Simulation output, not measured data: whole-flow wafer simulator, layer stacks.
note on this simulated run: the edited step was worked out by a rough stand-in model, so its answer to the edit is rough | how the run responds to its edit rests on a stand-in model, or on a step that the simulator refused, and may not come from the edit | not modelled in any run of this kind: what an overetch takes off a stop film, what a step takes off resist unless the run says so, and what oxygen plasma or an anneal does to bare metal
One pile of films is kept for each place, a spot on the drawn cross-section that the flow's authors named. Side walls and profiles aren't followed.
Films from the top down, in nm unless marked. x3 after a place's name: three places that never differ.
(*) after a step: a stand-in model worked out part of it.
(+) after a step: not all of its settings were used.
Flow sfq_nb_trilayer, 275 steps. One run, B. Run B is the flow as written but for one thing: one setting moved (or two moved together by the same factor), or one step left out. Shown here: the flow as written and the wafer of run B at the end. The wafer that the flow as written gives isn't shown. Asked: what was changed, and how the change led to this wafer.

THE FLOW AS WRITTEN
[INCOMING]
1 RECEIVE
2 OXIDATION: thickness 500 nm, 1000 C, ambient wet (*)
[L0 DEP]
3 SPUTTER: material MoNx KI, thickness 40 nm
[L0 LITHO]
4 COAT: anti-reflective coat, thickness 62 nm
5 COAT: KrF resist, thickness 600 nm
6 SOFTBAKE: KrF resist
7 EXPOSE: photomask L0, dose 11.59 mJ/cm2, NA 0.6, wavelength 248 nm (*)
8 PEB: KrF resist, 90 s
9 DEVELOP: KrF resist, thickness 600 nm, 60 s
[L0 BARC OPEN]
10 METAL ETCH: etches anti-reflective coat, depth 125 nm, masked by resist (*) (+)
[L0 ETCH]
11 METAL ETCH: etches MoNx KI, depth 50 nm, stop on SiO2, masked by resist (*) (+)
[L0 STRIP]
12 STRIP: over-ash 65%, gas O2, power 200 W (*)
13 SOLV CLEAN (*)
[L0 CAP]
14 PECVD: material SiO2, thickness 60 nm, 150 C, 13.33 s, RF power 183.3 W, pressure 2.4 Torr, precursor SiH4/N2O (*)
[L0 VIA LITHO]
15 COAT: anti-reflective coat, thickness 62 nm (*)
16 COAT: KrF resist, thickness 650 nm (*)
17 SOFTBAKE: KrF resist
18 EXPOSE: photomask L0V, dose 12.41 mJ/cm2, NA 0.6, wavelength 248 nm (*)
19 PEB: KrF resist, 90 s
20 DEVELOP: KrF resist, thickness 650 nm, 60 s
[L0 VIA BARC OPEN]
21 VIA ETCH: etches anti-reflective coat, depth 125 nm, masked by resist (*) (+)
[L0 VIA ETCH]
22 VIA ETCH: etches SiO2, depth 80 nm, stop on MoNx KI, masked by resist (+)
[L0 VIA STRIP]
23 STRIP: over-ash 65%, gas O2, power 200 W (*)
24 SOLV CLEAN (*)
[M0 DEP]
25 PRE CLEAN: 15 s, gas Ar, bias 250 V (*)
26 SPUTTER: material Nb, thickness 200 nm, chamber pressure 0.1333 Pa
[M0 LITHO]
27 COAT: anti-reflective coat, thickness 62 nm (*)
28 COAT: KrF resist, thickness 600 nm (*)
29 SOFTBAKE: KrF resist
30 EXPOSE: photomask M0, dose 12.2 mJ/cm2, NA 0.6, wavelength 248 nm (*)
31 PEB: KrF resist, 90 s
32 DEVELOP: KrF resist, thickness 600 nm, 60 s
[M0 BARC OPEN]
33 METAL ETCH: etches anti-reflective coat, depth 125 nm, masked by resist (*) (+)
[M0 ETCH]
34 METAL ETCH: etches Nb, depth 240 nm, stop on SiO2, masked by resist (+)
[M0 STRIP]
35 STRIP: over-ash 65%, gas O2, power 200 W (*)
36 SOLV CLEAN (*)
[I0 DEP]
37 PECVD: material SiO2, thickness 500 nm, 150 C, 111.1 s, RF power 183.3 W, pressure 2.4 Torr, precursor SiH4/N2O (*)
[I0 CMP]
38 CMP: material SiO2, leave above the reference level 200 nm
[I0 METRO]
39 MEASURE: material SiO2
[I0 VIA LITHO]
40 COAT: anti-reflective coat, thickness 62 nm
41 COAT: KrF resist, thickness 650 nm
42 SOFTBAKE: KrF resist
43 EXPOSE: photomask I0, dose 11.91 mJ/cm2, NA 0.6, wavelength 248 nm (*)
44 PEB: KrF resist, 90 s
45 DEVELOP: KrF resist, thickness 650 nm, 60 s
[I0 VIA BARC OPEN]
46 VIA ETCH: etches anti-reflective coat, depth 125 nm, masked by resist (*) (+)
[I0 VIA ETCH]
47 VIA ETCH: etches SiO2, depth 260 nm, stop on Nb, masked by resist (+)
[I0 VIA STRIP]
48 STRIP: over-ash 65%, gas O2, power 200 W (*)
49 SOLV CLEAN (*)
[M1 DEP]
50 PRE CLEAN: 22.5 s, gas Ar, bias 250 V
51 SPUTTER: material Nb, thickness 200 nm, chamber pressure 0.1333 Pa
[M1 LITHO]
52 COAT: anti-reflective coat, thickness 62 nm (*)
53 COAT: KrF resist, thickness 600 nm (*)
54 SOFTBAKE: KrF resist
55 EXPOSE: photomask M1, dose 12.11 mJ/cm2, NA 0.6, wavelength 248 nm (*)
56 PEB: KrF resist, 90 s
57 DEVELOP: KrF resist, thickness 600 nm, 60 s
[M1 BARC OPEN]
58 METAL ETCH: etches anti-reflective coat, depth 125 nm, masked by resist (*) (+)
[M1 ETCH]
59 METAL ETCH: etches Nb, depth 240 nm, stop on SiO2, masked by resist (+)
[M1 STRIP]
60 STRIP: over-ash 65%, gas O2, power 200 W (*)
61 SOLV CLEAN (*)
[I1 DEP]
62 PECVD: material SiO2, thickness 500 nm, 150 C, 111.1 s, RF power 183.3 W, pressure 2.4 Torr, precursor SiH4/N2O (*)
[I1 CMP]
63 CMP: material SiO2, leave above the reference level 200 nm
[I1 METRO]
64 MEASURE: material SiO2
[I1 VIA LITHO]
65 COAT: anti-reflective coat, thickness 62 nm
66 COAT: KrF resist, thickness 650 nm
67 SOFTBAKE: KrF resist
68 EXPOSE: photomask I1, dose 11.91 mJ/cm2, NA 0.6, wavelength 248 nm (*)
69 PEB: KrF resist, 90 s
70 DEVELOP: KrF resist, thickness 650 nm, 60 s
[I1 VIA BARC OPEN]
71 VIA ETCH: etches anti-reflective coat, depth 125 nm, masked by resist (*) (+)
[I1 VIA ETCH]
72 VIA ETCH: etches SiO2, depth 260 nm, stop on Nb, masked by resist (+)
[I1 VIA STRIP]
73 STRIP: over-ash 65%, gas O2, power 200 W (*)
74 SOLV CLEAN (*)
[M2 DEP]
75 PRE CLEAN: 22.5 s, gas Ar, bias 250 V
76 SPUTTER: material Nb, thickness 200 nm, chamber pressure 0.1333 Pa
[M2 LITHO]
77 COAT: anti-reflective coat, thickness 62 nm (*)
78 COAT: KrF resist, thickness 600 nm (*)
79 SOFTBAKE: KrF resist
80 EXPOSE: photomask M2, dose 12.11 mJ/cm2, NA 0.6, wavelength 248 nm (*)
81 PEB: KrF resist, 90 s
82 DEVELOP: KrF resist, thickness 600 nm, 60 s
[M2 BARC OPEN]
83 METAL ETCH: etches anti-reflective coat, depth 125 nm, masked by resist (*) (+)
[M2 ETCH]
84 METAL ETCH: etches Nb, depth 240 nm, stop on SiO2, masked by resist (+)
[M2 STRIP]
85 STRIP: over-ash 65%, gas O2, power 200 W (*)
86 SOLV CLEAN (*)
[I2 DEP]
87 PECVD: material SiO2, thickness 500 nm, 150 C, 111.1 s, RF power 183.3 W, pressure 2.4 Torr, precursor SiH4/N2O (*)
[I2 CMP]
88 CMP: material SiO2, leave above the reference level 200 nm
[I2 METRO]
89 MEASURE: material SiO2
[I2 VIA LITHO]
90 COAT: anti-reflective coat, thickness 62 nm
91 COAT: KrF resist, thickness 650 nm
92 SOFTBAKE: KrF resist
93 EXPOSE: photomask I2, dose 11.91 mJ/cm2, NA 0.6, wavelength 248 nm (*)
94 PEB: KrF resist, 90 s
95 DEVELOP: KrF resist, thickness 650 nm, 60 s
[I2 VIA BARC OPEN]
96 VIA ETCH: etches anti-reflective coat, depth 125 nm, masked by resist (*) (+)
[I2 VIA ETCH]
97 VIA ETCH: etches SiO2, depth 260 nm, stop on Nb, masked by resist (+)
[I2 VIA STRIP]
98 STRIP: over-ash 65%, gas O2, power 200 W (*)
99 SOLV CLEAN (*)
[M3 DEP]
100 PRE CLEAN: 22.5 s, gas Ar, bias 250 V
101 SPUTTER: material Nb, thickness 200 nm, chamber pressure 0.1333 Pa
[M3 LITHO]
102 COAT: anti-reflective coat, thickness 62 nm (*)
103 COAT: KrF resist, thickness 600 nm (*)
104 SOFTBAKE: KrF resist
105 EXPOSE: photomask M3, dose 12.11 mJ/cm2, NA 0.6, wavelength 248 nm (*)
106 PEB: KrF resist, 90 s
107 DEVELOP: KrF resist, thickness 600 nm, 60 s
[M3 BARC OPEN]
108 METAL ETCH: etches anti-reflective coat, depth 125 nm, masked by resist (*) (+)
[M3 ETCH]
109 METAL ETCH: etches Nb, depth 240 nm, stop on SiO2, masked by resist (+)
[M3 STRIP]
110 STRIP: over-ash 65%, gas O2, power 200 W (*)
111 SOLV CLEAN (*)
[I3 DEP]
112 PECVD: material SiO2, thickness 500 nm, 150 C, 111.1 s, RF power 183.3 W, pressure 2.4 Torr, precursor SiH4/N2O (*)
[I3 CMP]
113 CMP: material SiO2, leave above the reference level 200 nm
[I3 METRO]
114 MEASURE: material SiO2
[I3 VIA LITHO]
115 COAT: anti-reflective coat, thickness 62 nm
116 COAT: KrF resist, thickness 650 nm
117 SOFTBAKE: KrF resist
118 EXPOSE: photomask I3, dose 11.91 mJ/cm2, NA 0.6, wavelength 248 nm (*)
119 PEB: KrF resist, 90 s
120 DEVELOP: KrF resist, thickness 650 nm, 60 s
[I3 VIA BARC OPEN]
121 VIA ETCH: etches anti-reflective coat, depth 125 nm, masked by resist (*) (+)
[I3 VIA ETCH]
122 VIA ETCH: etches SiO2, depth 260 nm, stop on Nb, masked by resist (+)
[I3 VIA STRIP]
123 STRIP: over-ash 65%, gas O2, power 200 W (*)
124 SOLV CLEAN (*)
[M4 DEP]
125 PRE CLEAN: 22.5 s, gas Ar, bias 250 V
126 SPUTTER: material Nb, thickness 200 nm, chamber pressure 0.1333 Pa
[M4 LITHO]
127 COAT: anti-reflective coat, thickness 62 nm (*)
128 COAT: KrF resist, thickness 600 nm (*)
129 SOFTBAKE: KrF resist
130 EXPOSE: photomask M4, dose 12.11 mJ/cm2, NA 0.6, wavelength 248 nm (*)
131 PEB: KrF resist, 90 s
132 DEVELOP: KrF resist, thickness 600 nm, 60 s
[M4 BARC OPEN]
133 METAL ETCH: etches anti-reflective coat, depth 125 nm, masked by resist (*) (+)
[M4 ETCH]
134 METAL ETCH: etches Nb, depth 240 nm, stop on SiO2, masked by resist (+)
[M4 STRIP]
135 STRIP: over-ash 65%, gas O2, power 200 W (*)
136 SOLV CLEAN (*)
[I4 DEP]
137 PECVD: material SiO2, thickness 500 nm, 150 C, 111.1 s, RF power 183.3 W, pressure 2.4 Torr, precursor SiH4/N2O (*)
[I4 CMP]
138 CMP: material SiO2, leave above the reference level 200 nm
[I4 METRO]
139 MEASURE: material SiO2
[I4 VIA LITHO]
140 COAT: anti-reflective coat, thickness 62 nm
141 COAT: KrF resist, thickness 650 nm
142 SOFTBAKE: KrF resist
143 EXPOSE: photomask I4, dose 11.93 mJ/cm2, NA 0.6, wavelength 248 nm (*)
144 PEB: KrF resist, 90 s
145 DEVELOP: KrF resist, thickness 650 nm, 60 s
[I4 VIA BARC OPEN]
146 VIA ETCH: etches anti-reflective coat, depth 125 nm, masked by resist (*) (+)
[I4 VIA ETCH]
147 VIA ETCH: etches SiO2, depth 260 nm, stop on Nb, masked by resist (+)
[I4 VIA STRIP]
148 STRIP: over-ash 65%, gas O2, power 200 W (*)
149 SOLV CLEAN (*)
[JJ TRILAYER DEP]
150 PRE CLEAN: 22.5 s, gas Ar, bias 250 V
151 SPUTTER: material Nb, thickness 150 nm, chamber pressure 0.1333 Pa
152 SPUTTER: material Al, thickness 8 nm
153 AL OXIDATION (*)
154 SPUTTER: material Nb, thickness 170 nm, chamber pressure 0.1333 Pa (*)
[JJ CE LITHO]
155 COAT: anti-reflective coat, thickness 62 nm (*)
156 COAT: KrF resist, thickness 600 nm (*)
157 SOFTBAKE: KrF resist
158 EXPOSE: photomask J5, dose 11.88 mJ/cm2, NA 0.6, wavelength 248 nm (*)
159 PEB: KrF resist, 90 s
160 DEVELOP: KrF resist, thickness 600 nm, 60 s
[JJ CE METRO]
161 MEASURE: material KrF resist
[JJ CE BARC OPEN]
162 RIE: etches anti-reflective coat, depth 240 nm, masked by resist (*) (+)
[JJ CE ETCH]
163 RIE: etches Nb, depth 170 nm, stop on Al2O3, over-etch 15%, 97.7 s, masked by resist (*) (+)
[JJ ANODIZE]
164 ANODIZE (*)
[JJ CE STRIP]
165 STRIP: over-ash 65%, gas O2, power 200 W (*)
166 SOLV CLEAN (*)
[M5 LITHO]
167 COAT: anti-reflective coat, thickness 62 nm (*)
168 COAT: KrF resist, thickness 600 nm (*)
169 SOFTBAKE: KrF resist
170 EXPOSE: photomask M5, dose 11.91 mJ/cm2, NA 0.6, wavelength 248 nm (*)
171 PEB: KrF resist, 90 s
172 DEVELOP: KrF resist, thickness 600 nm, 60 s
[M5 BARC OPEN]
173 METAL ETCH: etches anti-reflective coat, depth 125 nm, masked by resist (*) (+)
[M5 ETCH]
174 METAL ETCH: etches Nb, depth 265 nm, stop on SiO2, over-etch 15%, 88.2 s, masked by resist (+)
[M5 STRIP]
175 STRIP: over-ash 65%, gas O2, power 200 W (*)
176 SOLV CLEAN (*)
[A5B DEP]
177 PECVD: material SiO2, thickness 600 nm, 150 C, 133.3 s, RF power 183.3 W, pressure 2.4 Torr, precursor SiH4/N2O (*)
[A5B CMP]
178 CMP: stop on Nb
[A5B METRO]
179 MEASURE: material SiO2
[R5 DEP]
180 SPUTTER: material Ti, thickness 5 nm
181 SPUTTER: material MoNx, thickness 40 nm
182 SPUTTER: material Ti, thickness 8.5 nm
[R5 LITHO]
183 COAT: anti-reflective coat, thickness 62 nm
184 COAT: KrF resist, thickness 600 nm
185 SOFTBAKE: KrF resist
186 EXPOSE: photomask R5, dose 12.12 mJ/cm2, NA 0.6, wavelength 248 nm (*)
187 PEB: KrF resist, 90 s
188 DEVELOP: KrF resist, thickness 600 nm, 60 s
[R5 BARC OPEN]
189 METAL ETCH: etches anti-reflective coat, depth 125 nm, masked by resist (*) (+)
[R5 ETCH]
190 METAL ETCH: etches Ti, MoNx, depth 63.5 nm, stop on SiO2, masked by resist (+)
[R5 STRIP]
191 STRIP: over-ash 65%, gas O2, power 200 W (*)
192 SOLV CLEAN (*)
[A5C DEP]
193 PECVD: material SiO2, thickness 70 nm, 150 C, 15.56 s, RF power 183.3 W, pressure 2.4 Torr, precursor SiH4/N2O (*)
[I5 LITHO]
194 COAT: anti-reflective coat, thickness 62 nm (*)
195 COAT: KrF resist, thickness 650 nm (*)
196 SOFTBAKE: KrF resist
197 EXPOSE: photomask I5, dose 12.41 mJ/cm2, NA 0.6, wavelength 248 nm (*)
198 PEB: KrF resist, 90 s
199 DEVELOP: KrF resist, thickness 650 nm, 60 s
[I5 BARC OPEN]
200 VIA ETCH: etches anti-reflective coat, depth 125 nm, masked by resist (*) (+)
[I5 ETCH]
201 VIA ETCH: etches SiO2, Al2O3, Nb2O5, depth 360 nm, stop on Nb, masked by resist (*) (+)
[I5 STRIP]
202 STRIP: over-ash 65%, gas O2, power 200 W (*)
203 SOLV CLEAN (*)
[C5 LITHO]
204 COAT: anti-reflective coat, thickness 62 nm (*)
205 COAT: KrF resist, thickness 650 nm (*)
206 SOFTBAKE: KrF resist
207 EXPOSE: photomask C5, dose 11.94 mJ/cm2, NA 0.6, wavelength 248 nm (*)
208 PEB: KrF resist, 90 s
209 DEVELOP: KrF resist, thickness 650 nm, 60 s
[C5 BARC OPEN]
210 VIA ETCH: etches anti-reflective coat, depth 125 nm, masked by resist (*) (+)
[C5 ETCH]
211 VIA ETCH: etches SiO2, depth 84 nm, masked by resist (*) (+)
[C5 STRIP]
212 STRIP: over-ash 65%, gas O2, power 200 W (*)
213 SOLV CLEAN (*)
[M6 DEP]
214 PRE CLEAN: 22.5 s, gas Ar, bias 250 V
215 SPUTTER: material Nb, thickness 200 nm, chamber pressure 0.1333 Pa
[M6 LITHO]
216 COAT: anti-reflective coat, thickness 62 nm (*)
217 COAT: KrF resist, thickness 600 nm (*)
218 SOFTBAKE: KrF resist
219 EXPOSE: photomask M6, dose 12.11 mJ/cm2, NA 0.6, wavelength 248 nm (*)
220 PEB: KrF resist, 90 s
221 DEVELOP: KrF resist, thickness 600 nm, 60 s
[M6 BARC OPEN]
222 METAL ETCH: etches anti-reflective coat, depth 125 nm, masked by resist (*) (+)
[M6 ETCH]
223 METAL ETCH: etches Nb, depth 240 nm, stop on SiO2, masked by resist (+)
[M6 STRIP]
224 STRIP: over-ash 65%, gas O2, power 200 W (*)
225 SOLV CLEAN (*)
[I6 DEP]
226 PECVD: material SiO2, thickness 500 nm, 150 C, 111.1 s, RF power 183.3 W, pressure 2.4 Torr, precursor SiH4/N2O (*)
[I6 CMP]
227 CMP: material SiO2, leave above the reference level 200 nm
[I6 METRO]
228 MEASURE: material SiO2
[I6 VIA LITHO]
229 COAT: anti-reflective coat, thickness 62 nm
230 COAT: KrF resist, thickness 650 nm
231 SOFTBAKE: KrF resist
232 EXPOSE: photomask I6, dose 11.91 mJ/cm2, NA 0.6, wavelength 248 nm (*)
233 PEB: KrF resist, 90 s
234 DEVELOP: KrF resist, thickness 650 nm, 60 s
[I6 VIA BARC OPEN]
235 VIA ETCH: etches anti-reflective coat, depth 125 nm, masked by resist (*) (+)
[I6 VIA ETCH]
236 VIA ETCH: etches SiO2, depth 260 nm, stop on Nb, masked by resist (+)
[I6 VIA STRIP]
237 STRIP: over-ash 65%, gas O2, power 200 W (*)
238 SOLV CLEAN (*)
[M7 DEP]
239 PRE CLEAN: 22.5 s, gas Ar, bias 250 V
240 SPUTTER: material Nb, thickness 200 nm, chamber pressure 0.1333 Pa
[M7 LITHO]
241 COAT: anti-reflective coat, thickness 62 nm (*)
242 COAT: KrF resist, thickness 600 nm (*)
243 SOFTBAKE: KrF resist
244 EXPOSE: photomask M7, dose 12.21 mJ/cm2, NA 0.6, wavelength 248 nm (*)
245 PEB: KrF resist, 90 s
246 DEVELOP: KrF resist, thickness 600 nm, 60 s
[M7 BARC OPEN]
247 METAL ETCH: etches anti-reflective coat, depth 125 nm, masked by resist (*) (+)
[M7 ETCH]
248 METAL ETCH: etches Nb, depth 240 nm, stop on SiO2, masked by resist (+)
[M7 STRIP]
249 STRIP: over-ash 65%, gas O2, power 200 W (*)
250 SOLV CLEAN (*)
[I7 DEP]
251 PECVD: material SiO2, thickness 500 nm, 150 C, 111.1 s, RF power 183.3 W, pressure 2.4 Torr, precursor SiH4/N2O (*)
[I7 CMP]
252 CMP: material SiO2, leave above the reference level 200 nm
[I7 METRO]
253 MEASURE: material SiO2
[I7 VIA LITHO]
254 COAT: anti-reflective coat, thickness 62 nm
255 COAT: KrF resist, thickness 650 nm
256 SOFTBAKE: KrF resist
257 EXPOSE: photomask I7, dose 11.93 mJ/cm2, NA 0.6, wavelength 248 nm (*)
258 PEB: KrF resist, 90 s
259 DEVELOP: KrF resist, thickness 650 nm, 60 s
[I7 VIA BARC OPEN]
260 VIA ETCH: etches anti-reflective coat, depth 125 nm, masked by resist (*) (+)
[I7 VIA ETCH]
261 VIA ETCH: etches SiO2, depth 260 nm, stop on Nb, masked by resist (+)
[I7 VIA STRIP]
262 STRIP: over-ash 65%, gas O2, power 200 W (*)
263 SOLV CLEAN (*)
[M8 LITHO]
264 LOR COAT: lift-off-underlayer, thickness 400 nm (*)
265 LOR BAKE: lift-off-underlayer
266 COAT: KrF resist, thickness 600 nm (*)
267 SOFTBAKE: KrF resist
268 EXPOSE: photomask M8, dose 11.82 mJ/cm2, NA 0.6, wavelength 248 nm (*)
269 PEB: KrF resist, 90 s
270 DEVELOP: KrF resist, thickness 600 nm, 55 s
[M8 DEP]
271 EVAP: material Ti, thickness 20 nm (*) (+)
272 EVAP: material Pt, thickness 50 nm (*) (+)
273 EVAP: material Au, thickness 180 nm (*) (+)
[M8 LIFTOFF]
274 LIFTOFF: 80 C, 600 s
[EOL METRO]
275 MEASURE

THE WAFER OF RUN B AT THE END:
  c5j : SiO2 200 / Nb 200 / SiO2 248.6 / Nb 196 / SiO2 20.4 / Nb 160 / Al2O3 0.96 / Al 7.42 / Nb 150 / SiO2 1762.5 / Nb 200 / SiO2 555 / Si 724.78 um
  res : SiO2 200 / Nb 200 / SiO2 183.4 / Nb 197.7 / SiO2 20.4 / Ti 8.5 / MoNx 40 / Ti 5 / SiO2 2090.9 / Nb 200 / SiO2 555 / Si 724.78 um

The cause: step 211, VIA ETCH: depth 42 nm was run, where the flow has depth 84 nm.

How the change led to this, step by step:
  211 VIA ETCH: etches SiO2, depth 84 nm, masked by resist (*) (+)
      c5j: SiO2 -42 (as written it would be: SiO2 -69.9 (all of it), Nb -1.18)
      res: SiO2 -42 (as written it would be: SiO2 -69.9 (all of it))
      (and at 104 more places)
  214 PRE CLEAN: 22.5 s, gas Ar, bias 250 V
      c5j: SiO2 -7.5 (as written it would be: Nb -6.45)
      res: SiO2 -7.5 (as written it would be: Ti -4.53)
  215 SPUTTER: material Nb, thickness 200 nm, chamber pressure 0.1333 Pa
      c5j: Nb +196 (new film) (as written it would be: Nb +188.4)
      res: Nb +197.7 (new film) (as written it would be: Nb +192.9 (new film))
  216 COAT: anti-reflective coat, thickness 62 nm (*)
      ce_l: anti-reflective coat +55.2 (new film) (as written it would be: anti-reflective coat +48 (new film))
      c5j: anti-reflective coat +90.7 (new film) (as written it would be: anti-reflective coat +110.7 (new film))
      (and at 4 more places)
  217 COAT: KrF resist, thickness 600 nm (*)
      res: KrF resist +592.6 (new film) (as written it would be: KrF resist +605.2 (new film))
  224 STRIP: over-ash 65%, gas O2, power 200 W (*)
      ce_l: KrF resist -392.8 (all of it), anti-reflective coat -55.2 (all of it) (as written it would be: KrF resist -397.1 (all of it), anti-reflective coat -48 (all of it))
      c5j: KrF resist -406 (all of it), anti-reflective coat -90.7 (all of it) (as written it would be: KrF resist -418.3 (all of it), anti-reflective coat -110.7 (all of it))
      (and at 4 more places)
  226 PECVD: material SiO2, thickness 500 nm, 150 C, 111.1 s, RF power 183.3 W, pressure 2.4 Torr, precursor SiH4/N2O (*)
      c5j: SiO2 +500 (new film) (as written it would be: SiO2 +514.7 (new film))
  227 CMP: material SiO2, leave above the reference level 200 nm
      c5j: SiO2 -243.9 (as written it would be: SiO2 -223)
      res: SiO2 -309.1 (as written it would be: SiO2 -279.4)
Counting metal films that touch as one body, c5j has 5 bodies (between them, from the top down: SiO2 248.6; SiO2 20.4; Al2O3 0.96; SiO2 1762.5); the flow as written gives 4 bodies (between them, from the top down: SiO2 284.2; Al2O3 0.96; SiO2 1762.5).
Counting metal films that touch as one body, res has 4 bodies (between them, from the top down: SiO2 183.4; SiO2 20.4; SiO2 2090.9); the flow as written gives 3 bodies (between them, from the top down: SiO2 213.1; SiO2 2090.9).
